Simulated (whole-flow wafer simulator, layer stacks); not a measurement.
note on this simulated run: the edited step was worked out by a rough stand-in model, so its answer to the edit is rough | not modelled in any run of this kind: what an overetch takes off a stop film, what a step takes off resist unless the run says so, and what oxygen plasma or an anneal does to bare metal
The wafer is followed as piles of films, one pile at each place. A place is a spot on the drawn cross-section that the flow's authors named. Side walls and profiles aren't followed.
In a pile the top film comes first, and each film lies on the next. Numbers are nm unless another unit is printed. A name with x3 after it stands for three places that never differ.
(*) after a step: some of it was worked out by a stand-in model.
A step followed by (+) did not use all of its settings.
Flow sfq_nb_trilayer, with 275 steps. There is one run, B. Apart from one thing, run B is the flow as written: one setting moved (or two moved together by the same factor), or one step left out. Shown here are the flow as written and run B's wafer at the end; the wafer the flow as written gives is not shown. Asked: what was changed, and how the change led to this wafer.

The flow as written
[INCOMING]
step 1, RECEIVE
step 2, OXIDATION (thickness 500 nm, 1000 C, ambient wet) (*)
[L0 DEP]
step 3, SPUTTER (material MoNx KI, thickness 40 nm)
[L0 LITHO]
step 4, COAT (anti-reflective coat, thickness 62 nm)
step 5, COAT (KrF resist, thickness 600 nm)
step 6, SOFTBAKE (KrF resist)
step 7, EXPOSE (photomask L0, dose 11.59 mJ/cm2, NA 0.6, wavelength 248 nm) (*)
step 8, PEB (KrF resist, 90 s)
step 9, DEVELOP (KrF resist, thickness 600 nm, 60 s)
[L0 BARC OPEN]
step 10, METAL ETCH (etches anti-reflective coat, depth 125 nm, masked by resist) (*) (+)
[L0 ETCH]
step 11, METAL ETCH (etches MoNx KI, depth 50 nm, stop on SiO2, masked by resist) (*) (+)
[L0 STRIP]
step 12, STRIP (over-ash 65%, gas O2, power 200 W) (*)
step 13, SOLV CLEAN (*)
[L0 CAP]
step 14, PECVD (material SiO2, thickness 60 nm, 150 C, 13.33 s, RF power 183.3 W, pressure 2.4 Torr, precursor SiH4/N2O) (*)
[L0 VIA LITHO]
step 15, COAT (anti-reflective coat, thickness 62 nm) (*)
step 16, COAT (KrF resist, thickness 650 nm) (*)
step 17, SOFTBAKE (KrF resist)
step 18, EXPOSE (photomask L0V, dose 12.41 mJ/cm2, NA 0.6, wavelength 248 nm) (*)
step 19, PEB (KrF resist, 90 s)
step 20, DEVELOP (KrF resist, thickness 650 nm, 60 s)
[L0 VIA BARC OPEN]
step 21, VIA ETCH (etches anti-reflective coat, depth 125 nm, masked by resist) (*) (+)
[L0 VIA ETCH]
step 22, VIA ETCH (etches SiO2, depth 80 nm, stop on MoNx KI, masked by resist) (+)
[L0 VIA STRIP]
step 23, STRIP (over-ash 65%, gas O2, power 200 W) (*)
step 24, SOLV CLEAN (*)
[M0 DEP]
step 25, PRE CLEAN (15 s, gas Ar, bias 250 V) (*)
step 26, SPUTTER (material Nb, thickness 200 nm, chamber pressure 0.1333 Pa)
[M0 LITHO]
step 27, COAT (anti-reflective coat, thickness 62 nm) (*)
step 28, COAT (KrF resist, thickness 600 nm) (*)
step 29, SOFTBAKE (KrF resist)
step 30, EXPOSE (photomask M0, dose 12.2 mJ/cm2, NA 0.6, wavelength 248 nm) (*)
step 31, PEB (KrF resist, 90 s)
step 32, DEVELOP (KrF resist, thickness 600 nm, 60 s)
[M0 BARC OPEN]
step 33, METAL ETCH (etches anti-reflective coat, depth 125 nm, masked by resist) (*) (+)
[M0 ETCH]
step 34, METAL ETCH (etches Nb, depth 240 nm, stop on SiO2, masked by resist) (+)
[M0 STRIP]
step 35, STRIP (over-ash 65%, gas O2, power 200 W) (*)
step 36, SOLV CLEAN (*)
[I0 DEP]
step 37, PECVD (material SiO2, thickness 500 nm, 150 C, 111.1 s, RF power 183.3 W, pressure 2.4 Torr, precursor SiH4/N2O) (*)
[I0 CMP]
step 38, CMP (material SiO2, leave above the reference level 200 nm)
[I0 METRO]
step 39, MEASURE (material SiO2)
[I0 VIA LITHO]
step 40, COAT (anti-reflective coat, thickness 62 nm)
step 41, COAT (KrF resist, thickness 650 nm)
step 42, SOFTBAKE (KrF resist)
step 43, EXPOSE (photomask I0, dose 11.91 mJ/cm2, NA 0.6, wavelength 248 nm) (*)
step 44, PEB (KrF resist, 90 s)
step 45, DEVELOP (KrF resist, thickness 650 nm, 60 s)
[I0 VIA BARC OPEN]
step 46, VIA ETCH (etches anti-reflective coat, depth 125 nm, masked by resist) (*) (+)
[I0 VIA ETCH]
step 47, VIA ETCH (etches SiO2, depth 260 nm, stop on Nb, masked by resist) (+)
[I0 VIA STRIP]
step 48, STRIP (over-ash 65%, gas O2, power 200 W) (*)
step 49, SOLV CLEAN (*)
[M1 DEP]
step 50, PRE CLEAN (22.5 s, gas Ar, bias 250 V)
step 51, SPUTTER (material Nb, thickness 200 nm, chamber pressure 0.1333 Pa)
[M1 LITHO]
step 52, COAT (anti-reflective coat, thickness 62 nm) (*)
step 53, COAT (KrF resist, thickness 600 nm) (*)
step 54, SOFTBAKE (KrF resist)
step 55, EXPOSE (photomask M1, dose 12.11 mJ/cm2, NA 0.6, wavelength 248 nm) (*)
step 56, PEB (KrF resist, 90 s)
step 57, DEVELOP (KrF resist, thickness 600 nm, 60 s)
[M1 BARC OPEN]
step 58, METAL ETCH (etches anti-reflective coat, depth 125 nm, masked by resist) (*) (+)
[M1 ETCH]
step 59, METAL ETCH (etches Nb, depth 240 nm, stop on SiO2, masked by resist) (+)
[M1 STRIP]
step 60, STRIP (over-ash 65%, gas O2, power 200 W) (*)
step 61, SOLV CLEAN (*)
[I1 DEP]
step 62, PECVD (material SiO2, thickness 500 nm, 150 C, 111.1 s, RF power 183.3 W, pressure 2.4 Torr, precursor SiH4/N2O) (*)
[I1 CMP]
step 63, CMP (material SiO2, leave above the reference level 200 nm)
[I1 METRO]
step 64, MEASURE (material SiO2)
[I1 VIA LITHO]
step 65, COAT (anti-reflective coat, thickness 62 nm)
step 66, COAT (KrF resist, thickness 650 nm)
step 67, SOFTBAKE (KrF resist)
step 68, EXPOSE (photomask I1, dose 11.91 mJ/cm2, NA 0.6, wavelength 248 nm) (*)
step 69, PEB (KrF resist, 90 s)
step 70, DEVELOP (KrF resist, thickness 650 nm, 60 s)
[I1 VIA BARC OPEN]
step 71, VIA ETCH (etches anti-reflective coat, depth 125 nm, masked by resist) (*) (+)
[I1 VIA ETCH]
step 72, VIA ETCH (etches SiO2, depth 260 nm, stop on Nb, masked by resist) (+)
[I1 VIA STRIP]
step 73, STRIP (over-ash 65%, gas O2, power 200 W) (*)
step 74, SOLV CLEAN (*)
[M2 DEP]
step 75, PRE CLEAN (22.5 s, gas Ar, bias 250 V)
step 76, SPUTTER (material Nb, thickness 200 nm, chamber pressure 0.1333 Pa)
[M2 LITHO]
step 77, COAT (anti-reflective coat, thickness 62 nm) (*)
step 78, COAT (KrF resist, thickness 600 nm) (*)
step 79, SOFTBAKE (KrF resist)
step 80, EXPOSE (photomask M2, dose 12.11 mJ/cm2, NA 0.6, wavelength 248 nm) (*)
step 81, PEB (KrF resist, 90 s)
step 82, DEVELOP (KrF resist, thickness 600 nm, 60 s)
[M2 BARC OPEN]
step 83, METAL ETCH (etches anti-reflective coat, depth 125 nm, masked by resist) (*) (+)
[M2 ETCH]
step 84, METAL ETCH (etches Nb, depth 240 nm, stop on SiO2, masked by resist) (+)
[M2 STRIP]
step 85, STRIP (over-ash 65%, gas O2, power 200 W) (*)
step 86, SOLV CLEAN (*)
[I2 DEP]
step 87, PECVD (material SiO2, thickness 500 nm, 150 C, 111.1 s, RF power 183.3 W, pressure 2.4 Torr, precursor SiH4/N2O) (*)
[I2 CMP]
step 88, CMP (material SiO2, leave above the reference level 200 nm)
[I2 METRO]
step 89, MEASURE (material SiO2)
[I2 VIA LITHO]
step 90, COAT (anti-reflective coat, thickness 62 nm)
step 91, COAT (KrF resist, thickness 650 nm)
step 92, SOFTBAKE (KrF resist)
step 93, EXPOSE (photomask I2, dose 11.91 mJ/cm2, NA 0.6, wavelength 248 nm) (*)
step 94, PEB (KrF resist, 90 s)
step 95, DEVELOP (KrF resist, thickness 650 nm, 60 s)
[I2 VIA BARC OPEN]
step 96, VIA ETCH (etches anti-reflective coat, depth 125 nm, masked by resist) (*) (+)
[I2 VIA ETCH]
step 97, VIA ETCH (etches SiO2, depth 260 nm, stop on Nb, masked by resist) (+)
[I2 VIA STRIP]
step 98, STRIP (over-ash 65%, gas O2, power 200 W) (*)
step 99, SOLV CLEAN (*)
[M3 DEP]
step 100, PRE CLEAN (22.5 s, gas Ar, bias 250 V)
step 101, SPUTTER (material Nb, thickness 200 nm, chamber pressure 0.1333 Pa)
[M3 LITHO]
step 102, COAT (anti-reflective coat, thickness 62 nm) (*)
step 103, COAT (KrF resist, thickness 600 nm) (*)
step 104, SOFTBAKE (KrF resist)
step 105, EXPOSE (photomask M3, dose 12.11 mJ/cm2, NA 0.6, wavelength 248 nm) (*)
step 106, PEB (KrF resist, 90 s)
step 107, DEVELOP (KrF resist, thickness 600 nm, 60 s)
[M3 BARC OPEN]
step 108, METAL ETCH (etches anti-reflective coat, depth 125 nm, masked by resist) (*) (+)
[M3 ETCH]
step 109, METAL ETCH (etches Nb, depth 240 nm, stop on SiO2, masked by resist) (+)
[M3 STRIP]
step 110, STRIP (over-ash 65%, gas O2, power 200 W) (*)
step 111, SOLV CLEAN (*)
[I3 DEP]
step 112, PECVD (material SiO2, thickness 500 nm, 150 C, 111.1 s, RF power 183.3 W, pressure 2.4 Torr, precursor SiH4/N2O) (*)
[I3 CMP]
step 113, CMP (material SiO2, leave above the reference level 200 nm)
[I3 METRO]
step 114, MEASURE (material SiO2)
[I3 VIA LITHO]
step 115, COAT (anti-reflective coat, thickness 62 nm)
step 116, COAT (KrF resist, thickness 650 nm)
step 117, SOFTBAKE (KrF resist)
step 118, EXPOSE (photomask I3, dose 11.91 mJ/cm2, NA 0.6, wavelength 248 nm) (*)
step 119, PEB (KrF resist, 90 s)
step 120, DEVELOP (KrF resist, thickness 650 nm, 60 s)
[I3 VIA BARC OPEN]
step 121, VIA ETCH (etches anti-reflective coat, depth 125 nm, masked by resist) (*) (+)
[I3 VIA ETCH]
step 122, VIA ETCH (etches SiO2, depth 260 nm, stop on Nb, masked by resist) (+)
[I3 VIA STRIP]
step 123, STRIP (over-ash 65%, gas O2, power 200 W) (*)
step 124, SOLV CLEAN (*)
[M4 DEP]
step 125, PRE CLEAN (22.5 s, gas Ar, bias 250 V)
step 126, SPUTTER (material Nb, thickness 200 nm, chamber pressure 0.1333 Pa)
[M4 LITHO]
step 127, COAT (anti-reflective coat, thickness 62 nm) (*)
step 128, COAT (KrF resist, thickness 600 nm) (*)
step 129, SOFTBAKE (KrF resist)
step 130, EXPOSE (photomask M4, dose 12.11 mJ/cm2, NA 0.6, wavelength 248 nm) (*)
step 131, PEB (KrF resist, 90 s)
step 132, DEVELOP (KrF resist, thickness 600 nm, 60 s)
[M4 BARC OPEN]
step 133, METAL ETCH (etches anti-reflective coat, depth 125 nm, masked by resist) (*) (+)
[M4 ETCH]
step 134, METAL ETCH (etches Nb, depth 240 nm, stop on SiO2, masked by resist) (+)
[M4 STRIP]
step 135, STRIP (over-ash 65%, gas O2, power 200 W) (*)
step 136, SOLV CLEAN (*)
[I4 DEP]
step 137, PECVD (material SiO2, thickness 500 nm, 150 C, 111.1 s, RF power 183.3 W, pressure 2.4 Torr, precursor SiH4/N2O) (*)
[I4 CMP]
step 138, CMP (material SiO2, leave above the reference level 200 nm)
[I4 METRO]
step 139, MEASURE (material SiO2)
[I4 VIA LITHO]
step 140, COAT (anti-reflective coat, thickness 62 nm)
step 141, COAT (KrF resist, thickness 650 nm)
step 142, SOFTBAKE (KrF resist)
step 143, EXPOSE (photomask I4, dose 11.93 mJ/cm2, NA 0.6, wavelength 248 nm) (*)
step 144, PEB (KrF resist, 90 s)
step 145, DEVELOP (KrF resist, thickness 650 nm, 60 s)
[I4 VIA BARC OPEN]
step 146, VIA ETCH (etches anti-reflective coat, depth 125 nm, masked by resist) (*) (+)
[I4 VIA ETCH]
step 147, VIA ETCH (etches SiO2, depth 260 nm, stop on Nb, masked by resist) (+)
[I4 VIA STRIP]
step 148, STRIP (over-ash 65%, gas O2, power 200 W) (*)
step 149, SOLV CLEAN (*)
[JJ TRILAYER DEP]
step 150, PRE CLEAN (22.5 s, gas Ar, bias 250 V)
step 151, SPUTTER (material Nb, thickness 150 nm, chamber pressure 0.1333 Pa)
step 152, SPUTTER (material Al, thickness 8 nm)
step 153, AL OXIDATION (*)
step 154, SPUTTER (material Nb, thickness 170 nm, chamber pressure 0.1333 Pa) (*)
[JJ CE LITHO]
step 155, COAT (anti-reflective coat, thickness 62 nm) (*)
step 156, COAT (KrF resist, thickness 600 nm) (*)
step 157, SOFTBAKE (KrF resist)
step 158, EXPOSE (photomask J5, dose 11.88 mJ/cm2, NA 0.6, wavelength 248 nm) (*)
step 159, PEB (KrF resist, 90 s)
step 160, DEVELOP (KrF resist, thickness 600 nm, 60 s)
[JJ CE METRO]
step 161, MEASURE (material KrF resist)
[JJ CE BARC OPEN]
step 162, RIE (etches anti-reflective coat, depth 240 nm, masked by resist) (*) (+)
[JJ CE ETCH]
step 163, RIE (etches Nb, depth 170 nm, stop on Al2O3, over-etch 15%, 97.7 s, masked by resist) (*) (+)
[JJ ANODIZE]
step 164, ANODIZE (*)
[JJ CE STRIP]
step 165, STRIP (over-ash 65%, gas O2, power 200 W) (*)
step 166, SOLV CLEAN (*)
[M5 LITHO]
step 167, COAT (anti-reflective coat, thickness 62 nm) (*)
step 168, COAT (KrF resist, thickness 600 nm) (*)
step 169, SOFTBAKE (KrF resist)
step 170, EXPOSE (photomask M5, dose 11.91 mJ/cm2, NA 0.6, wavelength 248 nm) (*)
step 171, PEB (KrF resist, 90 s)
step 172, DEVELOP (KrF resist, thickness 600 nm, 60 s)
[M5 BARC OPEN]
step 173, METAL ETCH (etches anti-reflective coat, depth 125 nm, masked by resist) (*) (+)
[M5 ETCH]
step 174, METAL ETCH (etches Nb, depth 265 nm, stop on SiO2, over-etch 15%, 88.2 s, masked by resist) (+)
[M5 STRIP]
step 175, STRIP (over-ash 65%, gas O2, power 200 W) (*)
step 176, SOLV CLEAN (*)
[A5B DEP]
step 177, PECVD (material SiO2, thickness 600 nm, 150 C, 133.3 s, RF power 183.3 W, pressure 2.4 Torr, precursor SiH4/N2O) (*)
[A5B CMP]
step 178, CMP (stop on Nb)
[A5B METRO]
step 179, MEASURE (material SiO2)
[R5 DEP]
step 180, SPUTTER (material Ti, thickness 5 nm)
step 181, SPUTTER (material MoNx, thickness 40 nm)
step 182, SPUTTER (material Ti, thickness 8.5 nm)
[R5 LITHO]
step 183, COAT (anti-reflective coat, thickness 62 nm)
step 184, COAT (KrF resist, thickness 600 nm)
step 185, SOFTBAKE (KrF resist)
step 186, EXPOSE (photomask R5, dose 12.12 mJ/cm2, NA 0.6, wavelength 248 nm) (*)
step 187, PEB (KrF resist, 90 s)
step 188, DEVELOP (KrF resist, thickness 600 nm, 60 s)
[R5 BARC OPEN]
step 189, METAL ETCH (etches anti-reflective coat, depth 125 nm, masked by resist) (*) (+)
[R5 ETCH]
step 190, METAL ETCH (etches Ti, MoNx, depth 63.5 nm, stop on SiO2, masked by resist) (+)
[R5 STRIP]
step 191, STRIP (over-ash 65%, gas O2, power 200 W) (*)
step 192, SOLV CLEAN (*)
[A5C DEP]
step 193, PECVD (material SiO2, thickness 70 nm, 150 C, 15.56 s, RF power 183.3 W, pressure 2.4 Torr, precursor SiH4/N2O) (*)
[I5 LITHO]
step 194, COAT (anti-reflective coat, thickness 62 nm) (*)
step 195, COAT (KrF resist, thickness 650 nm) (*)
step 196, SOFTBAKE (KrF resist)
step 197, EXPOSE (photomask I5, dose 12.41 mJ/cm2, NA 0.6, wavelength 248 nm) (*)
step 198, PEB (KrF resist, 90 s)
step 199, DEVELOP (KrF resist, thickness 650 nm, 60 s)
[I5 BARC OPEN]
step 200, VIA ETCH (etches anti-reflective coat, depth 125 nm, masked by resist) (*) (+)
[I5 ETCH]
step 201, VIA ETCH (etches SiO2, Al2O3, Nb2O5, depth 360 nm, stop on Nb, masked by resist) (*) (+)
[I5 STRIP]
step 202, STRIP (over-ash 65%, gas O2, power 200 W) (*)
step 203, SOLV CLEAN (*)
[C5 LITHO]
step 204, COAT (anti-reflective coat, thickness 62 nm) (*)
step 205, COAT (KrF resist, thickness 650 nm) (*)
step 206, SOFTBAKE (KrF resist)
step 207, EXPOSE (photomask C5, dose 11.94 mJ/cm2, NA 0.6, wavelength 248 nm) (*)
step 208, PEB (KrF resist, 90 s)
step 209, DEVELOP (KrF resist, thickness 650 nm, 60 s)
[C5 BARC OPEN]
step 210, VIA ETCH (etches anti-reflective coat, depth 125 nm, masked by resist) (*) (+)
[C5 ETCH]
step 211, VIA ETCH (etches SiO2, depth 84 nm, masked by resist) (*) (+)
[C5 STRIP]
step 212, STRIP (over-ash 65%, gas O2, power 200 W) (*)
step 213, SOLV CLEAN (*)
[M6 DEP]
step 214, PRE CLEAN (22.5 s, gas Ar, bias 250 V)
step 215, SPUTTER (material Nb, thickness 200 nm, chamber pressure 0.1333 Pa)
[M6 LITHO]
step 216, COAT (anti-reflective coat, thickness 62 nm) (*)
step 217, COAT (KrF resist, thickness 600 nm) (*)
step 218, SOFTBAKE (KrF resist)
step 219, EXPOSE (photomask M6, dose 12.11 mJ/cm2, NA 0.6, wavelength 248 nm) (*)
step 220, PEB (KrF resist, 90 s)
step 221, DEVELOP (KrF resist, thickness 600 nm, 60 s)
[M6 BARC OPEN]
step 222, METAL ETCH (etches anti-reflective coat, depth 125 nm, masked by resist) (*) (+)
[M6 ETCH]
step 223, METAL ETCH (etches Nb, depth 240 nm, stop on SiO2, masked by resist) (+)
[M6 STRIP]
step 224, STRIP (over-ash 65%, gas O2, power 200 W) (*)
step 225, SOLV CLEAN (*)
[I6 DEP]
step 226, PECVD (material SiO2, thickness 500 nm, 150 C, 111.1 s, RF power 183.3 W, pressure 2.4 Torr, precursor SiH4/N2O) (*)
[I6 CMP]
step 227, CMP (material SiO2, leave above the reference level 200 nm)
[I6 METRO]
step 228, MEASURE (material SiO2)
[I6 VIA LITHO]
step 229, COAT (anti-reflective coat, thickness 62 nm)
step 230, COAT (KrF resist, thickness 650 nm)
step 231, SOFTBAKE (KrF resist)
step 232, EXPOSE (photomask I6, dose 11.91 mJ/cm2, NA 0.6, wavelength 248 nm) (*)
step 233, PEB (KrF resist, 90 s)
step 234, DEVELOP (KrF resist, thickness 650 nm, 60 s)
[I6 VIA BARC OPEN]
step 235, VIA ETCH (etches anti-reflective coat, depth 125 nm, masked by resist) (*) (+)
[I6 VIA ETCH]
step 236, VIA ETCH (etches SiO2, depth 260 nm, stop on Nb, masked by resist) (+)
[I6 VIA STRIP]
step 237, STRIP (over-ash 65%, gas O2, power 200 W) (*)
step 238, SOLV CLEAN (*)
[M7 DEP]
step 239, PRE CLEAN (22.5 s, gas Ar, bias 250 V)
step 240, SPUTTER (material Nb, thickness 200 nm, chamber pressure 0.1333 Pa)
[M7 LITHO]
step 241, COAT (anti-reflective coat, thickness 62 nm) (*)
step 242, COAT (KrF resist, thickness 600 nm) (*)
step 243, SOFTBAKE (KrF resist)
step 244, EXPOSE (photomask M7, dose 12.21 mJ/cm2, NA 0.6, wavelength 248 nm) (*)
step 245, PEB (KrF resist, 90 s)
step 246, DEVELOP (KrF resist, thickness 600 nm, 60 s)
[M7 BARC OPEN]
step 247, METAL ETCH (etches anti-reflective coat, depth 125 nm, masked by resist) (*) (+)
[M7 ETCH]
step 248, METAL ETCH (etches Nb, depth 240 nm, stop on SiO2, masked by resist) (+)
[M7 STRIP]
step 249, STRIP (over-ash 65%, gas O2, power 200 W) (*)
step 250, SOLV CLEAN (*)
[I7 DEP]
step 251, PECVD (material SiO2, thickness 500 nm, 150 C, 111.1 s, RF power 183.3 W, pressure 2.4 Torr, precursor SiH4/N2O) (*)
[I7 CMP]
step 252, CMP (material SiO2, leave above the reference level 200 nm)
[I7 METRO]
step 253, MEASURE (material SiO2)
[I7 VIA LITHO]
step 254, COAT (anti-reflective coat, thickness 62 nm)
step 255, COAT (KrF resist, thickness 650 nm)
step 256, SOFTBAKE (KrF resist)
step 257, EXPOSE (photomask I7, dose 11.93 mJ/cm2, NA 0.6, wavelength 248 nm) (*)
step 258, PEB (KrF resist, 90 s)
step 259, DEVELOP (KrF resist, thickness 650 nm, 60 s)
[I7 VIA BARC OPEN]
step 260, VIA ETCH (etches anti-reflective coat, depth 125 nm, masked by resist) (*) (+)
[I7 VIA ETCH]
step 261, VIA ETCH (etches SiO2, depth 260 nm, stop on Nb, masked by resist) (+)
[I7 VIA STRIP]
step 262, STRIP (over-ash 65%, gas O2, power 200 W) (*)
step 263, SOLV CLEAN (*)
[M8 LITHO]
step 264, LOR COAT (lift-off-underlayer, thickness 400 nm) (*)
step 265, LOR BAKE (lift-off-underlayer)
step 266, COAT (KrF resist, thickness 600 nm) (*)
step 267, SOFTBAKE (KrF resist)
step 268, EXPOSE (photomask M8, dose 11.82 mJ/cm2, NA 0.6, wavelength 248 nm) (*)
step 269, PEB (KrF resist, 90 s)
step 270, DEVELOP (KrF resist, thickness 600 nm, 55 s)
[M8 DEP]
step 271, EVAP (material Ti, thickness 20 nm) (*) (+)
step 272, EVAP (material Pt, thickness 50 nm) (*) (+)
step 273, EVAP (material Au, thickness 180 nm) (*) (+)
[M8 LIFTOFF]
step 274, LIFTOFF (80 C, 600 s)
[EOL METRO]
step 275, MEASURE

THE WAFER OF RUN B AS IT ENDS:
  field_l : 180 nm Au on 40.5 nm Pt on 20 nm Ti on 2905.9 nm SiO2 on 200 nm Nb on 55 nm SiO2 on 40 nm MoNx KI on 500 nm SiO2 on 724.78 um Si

What caused this: step 272, EVAP: thickness 40.5 nm was run, though the flow has thickness 50 nm.
One can read it off the wafer: field_l has Pt 40.5, and step 272 as written asks for 50 nm.

Step by step, how the change led to this:
  step 272, EVAP (material Pt, thickness 50 nm) (*) (+)
      field_l, v_sur, via_wl and 103 more: +40.5 Pt (new film) (in the flow as written it would be: +50 Pt (new film))
  step 274, LIFTOFF (80 C, 600 s)
      p4_fl x3, p4_w1 x9, p4_g1 x2 and 60 more: -180 Au (all of it), -40.5 Pt (all of it), -20 Ti (all of it), -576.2 KrF resist (all of it), -400 lift-off-underlayer (all of it) (in the flow as written it would be: -180 Au (all of it), -50 Pt (all of it), -20 Ti (all of it), -576.2 KrF resist (all of it), -400 lift-off-underlayer (all of it))
      c5j, ce_r: -180 Au (all of it), -40.5 Pt (all of it), -20 Ti (all of it), -573.3 KrF resist (all of it), -399.3 lift-off-underlayer (all of it) (in the flow as written it would be: -180 Au (all of it), -50 Pt (all of it), -20 Ti (all of it), -573.3 KrF resist (all of it), -399.3 lift-off-underlayer (all of it))
      (and at 19 other places as well)
